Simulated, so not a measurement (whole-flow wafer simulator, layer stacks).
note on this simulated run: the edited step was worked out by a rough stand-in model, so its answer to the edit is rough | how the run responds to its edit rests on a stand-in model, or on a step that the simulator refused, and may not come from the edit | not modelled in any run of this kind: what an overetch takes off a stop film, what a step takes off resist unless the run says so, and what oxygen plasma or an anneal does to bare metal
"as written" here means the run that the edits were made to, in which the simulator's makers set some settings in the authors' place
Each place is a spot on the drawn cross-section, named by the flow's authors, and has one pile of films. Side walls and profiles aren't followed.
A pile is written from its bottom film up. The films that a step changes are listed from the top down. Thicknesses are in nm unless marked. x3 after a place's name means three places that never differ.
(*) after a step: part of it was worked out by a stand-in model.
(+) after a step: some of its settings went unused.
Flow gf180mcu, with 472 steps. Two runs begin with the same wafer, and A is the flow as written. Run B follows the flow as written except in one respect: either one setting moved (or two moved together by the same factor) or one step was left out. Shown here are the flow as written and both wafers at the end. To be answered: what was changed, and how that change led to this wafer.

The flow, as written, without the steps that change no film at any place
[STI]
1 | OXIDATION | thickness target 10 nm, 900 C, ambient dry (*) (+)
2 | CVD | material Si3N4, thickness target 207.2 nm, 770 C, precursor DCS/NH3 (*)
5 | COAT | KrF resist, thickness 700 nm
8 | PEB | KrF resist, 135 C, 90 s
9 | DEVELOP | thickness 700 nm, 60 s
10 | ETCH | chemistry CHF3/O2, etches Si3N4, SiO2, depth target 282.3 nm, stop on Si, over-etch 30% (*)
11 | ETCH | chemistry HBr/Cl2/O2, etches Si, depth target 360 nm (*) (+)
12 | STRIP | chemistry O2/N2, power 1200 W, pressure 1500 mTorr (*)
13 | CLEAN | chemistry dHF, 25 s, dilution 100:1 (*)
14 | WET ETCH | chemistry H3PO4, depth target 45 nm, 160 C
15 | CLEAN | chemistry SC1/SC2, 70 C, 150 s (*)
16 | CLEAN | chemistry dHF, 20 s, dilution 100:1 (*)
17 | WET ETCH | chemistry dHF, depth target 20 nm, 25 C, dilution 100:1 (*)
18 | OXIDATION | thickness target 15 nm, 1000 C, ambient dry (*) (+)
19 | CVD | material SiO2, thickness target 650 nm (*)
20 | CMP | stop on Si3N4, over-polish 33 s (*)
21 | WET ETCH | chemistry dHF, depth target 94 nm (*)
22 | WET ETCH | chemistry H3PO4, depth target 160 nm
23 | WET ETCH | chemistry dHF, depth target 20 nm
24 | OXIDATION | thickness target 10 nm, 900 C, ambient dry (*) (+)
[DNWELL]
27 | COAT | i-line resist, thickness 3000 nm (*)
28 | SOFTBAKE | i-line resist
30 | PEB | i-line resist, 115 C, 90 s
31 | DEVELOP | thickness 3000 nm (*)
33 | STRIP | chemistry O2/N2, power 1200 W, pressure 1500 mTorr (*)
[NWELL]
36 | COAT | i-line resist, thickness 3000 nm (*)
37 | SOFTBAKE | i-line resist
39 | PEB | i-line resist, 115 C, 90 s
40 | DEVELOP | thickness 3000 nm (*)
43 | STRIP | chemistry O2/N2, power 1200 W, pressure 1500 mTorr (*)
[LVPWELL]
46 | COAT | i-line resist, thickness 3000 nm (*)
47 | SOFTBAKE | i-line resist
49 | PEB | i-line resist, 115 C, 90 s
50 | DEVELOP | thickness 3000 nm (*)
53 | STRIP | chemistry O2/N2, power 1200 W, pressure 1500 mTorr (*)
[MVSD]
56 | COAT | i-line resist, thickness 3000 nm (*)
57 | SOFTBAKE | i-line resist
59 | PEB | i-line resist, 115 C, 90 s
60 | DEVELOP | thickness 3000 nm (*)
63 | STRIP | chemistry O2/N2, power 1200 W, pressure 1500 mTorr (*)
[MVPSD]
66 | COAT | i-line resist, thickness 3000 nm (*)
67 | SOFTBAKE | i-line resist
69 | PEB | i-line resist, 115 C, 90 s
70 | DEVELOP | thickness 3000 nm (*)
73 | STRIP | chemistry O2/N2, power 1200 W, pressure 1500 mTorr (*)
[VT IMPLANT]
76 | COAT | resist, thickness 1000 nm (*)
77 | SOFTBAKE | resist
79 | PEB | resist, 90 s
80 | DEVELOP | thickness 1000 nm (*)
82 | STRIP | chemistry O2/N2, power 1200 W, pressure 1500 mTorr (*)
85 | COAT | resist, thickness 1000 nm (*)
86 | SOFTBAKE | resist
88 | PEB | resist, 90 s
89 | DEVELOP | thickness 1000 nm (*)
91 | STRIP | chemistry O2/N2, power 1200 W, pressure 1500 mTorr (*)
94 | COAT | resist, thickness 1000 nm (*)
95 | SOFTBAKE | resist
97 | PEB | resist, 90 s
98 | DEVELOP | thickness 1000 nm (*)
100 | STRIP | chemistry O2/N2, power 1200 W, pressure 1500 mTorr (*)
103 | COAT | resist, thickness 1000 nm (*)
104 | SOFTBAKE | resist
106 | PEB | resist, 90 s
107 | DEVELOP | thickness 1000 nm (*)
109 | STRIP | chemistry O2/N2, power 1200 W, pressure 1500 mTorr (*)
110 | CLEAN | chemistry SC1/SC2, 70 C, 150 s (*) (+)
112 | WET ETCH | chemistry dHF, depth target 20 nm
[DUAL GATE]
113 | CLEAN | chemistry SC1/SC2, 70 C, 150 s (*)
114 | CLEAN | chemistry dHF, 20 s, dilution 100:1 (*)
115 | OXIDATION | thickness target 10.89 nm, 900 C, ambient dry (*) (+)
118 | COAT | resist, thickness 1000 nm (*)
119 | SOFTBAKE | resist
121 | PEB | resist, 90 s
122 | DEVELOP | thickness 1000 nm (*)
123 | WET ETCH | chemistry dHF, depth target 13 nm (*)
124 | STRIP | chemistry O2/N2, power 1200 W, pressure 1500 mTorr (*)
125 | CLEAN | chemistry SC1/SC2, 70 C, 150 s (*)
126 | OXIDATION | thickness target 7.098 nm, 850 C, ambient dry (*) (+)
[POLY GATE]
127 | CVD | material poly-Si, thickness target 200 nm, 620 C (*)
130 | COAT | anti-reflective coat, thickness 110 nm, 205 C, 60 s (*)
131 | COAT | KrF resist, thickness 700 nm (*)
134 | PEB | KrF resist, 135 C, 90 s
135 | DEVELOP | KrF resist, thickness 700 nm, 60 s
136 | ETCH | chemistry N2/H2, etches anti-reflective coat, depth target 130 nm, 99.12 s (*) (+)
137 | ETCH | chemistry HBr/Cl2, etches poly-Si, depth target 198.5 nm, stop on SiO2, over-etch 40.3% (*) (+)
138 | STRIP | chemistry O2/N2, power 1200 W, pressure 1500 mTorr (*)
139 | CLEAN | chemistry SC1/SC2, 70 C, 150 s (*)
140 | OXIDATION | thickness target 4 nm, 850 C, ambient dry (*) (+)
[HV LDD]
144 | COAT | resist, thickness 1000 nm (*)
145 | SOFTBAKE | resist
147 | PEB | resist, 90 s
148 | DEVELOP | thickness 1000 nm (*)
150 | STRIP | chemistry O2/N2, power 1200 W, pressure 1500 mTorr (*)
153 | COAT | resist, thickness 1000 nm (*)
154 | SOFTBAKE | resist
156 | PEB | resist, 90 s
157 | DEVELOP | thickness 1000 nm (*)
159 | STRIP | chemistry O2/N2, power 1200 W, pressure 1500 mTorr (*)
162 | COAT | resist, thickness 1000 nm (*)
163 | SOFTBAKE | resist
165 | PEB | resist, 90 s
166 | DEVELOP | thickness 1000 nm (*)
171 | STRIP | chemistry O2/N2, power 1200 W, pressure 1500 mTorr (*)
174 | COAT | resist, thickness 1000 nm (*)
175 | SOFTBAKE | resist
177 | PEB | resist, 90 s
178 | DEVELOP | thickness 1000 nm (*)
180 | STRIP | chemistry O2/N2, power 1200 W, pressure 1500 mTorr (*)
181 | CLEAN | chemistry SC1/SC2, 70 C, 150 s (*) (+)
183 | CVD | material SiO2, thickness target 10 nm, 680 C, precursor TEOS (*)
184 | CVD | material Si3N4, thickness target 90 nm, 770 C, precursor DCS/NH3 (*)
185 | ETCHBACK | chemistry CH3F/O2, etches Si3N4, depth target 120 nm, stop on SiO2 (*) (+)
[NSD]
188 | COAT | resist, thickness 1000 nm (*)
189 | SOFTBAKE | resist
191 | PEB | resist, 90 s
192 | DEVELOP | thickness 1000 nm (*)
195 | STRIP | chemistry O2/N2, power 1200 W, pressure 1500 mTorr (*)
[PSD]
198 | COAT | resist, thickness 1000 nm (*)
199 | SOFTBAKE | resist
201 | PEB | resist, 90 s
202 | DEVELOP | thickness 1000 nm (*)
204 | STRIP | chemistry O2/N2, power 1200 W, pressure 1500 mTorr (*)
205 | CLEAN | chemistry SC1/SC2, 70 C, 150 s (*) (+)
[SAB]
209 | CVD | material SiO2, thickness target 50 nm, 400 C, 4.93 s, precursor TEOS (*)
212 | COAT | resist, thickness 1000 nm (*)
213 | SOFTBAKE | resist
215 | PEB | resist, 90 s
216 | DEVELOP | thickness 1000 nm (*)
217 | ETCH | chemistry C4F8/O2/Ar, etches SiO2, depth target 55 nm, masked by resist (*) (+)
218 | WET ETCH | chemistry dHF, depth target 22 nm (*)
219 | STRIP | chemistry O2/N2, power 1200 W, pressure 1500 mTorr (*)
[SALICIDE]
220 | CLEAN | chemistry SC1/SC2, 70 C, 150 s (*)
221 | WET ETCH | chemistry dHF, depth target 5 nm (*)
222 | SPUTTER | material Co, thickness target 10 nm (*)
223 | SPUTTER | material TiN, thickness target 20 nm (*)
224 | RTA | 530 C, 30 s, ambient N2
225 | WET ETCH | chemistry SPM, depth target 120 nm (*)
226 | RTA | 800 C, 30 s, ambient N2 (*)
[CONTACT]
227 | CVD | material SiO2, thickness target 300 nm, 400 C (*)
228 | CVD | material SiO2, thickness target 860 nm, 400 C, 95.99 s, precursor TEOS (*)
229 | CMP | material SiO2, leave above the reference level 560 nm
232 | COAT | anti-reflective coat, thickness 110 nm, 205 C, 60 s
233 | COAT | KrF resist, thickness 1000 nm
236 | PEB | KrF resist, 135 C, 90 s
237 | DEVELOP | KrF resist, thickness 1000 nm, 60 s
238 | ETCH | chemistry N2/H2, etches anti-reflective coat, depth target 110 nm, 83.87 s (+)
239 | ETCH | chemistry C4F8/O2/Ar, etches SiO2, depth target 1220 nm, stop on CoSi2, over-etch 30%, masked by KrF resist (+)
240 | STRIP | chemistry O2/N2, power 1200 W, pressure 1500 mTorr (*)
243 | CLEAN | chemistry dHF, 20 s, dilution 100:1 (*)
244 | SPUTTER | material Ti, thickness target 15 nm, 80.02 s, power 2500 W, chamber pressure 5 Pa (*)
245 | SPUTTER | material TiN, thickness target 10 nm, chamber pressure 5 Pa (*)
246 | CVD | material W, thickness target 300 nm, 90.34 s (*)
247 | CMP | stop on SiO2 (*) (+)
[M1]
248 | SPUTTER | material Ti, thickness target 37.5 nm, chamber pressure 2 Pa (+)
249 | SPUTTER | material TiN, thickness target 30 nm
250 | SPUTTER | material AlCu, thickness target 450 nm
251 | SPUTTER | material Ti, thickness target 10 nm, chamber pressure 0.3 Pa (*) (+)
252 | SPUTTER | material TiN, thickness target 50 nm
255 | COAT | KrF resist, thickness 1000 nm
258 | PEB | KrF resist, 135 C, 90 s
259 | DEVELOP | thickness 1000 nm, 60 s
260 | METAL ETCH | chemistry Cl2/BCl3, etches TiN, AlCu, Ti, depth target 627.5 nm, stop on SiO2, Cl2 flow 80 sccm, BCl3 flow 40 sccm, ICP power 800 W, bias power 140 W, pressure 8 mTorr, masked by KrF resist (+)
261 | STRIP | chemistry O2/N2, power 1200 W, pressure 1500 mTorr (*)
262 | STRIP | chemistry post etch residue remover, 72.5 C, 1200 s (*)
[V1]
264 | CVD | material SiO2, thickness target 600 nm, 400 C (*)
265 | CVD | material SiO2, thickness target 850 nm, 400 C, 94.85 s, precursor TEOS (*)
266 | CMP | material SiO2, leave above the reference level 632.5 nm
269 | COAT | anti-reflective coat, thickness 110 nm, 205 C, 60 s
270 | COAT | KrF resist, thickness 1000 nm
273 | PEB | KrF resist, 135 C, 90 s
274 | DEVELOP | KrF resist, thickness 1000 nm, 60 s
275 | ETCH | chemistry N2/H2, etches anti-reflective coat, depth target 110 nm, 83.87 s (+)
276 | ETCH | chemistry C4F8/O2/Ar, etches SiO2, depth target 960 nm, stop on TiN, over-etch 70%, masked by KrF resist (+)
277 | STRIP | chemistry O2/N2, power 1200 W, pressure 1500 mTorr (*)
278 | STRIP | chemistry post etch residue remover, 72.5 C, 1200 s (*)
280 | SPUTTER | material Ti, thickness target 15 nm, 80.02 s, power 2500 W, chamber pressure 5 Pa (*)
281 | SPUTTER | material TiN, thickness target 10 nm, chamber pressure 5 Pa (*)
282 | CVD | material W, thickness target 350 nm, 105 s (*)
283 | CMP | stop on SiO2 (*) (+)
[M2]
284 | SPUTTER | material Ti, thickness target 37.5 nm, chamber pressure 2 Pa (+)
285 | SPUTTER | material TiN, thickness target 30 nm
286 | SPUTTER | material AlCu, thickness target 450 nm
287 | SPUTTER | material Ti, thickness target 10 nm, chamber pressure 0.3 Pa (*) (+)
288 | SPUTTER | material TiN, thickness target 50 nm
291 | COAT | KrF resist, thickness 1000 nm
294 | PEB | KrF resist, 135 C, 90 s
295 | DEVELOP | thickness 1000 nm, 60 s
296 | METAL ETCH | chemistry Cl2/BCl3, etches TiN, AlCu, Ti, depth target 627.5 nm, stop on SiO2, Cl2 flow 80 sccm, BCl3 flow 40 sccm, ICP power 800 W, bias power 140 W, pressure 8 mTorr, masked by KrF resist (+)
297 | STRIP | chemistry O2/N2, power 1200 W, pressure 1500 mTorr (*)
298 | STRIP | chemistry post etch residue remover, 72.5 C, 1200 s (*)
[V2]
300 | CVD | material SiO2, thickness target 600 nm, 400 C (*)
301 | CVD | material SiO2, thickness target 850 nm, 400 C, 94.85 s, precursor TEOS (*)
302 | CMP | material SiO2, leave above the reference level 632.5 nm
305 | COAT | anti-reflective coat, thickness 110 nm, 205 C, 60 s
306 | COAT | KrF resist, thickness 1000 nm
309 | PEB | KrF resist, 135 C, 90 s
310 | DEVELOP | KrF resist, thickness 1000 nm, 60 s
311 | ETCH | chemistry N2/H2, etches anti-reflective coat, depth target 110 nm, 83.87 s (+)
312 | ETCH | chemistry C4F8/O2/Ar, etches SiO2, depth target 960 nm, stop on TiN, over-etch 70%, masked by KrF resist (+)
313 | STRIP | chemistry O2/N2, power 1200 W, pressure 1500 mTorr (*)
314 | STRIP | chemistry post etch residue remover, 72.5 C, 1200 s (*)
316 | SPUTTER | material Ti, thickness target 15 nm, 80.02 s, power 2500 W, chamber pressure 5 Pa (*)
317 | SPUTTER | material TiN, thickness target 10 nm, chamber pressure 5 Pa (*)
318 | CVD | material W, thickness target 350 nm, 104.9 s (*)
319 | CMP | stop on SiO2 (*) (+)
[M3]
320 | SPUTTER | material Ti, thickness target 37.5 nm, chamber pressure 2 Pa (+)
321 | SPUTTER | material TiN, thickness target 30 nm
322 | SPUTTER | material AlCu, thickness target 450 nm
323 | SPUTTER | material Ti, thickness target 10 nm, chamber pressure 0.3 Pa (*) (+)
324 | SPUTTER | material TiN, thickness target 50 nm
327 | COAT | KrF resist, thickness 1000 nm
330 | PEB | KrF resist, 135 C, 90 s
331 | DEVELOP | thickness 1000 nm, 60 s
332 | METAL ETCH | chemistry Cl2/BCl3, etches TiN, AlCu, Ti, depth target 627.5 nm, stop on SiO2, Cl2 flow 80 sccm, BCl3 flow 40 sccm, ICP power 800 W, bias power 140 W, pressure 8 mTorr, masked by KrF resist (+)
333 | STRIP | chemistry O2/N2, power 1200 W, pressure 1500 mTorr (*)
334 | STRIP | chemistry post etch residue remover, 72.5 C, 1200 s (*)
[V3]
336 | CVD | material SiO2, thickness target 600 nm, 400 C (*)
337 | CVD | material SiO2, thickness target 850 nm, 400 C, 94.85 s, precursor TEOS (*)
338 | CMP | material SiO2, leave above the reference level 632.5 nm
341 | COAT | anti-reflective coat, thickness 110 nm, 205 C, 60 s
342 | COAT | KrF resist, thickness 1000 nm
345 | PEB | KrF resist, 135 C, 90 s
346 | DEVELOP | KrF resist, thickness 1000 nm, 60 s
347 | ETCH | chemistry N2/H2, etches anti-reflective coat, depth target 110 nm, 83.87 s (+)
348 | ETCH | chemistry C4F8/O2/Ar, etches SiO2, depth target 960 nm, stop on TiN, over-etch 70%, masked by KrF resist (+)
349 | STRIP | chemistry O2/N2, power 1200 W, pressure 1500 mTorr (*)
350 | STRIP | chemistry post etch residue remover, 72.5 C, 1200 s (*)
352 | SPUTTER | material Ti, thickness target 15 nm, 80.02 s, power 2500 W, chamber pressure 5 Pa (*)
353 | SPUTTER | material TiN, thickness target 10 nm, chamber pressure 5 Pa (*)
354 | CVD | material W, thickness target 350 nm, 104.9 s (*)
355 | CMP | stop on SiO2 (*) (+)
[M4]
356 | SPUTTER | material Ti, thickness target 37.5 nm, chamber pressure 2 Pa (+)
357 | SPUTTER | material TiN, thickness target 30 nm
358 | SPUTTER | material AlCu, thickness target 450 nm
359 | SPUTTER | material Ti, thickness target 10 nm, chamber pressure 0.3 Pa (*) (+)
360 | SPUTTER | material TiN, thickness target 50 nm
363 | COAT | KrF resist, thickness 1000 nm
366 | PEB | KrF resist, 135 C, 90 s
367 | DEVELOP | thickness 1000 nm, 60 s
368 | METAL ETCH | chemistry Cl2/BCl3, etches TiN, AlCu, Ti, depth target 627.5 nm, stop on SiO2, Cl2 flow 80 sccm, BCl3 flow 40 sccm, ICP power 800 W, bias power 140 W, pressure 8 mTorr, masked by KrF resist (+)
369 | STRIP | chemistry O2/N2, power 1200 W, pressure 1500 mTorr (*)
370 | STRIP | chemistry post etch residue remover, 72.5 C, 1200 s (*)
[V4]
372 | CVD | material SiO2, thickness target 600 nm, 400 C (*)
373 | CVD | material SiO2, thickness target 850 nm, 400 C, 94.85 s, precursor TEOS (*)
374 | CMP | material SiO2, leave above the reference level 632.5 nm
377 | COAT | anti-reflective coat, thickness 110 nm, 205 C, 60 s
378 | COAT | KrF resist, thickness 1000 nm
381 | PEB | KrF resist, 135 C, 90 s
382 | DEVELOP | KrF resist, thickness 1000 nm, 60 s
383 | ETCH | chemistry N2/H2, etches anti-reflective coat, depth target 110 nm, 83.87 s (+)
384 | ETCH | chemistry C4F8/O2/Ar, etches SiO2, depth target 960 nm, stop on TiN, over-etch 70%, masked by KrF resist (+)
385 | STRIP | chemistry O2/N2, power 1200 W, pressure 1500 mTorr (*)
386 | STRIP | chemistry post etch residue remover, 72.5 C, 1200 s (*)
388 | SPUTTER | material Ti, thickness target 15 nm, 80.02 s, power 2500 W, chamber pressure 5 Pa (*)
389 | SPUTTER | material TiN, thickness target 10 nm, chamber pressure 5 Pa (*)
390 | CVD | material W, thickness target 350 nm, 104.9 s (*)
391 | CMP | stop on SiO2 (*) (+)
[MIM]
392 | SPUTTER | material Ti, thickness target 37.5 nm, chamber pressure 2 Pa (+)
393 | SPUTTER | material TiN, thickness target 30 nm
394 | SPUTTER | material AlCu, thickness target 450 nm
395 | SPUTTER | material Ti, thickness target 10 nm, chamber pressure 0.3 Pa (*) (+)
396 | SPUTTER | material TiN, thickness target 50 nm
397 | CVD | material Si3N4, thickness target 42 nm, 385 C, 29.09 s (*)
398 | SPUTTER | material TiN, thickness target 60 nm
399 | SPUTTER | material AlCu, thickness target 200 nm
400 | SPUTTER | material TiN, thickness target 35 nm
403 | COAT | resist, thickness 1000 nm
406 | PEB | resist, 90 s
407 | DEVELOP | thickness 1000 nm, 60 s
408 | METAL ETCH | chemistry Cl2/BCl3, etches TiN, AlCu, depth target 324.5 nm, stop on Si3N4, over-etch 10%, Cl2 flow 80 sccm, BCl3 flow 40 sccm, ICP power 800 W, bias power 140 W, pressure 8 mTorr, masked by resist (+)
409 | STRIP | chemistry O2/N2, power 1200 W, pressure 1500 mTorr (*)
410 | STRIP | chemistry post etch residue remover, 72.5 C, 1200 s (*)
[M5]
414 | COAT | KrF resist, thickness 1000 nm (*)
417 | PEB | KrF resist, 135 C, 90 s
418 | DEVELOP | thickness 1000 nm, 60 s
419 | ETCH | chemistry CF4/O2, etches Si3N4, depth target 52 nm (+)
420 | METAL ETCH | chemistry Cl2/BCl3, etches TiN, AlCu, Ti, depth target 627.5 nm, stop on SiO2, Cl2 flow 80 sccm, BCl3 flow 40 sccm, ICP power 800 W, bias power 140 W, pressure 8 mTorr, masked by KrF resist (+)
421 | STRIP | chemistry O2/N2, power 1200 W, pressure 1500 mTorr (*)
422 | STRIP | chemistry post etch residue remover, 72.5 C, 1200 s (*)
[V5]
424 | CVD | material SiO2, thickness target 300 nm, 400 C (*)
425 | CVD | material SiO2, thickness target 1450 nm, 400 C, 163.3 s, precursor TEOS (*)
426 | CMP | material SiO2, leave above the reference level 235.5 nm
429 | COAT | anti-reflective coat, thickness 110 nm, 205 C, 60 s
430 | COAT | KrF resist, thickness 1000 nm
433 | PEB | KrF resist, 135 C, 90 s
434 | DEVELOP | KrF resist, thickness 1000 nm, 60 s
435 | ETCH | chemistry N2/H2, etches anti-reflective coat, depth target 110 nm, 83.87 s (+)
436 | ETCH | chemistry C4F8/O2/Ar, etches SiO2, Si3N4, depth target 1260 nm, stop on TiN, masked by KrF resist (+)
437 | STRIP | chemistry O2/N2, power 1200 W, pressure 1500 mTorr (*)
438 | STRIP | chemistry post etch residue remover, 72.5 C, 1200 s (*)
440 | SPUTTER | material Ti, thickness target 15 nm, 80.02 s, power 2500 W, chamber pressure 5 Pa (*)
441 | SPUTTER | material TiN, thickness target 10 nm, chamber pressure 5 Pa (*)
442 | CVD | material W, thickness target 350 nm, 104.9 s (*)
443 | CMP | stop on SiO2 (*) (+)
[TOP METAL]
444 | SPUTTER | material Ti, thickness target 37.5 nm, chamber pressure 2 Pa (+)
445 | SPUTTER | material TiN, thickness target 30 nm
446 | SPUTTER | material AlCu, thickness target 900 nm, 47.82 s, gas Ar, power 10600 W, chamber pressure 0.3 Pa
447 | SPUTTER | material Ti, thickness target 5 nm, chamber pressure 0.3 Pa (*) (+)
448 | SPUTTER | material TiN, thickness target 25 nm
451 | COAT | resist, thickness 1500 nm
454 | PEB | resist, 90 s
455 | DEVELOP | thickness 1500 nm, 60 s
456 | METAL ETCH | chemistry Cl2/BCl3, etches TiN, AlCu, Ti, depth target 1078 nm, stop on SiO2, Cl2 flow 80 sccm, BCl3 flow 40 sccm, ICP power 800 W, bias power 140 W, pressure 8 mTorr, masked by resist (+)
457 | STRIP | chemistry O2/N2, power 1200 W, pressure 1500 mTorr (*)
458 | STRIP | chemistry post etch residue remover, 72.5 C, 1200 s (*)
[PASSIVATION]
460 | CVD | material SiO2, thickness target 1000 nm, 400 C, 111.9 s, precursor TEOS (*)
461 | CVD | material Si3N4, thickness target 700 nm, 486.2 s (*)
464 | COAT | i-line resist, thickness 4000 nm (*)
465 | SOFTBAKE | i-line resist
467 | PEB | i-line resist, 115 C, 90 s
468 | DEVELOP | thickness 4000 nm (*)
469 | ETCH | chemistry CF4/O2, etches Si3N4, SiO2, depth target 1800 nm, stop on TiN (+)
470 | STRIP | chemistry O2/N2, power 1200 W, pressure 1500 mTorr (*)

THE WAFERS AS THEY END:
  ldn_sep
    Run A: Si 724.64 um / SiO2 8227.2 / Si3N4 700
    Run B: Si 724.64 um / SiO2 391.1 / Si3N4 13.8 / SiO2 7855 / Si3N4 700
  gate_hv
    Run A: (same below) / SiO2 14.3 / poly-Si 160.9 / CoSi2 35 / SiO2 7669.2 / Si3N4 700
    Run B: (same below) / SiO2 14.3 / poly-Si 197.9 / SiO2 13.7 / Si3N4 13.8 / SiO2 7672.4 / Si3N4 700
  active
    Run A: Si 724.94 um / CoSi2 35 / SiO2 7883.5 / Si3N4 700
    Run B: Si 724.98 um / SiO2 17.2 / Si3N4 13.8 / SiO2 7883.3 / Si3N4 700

Cause: step 185, ETCHBACK: depth target 72 nm was run, whereas the flow has depth target 120 nm.

Step by step, how the change led to this:
  185 | ETCHBACK | chemistry CH3F/O2, etches Si3N4, depth target 120 nm, stop on SiO2 (*) (+)
      field, field__w1, field__w2 and 100 more: A Si3N4 loses 90 (all of it), SiO2 loses 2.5 | B Si3N4 loses 72
  188 | COAT | resist, thickness 1000 nm (*)
      spacer: A resist gains 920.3 (new film) | B resist gains 940.9 (new film)
  189 | SOFTBAKE | resist
      field__w9: A resist gains 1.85 | B resist loses 1.08
      nw_enc_fld_lv: A resist gains 0.58 | B resist gains 1.62
  191 | PEB | resist, 90 s
      spacer: A resist loses 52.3 | B resist loses 53.6
  192 | DEVELOP | thickness 1000 nm (*)
      spacer: A resist loses 868 (all of it) | B resist loses 887.4 (all of it)
  198 | COAT | resist, thickness 1000 nm (*)
      spacer: A resist gains 920.3 (new film) | B resist gains 940.9 (new film)
  199 | SOFTBAKE | resist
      field__w9: A resist gains 1.85 | B resist loses 1.08
      nw_enc_fld_lv: A resist gains 0.58 | B resist gains 1.62
  201 | PEB | resist, 90 s
      spacer: A resist loses 52.3 | B resist loses 53.6
  204 | STRIP | chemistry O2/N2, power 1200 W, pressure 1500 mTorr (*)
      spacer: A resist loses 868 (all of it) | B resist loses 887.3 (all of it)
  205 | CLEAN | chemistry SC1/SC2, 70 C, 150 s (*) (+)
      field, field__w1, field__w2 and 105 more: A SiO2 loses 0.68 | B Si3N4 loses 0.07
  209 | CVD | material SiO2, thickness target 50 nm, 400 C, 4.93 s, precursor TEOS (*)
      field, field__w7, field__w8 and 73 more: A SiO2 gains 50 | B SiO2 gains 50 (new film)
      field_sub__w1, field_sub__w3, field_sub__w4, field_sub__w5, ld_drift_n: A SiO2 gains 48.9 | B SiO2 gains 48.8 (new film)
      (as well as at 27 more places)
  212 | COAT | resist, thickness 1000 nm (*)
      spacer: A resist gains 919.2 (new film) | B resist gains 940.2 (new film)
  215 | PEB | resist, 90 s
      spacer: A resist loses 52.3 | B resist loses 53.5
  216 | DEVELOP | thickness 1000 nm (*)
      spacer: A resist loses 866.9 (all of it) | B resist loses 886.7 (all of it)
  217 | ETCH | chemistry C4F8/O2/Ar, etches SiO2, depth target 55 nm, masked by resist (*) (+)
      field, field__w7, field__w8 and 70 more: A SiO2 loses 55 | B SiO2 loses 50 (all of it), Si3N4 loses 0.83
      field_sub__w1, field_sub__w3, field_sub__w4, field_sub__w5, ld_drift_n: A SiO2 loses 55 | B SiO2 loses 48.8 (all of it), Si3N4 loses 1.03
      (as well as at 21 more places)
  218 | WET ETCH | chemistry dHF, depth target 22 nm (*)
      gate, gate_hv, gate_p and 23 more: A SiO2 loses 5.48 (all of it) | B Si3N4 loses 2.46
      field, field__w10, sti and 14 more: A SiO2 loses 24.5 | B Si3N4 loses 2.46
      (as well as at 56 more places)
  ... 13 further steps ...
  471 | ANNEAL | 400 C, 1800 s, ambient N2/H2
      polyc_n, polyc_p: A nothing | B under 9 films: void gains 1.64 (new film), Ti loses 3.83, TiSi first gains 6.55 (new film), poly-Si loses 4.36
      contact: A nothing | B under 49 films: void gains 1.62 (new film), Ti loses 3.83, TiSi first gains 6.55 (new film), Si loses 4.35
Taking metal films that touch as one body, gate_hv has 0 bodies; the flow as written gives 1 body.
Taking metal films that touch as one body, active has 0 bodies; the flow as written gives 1 body.
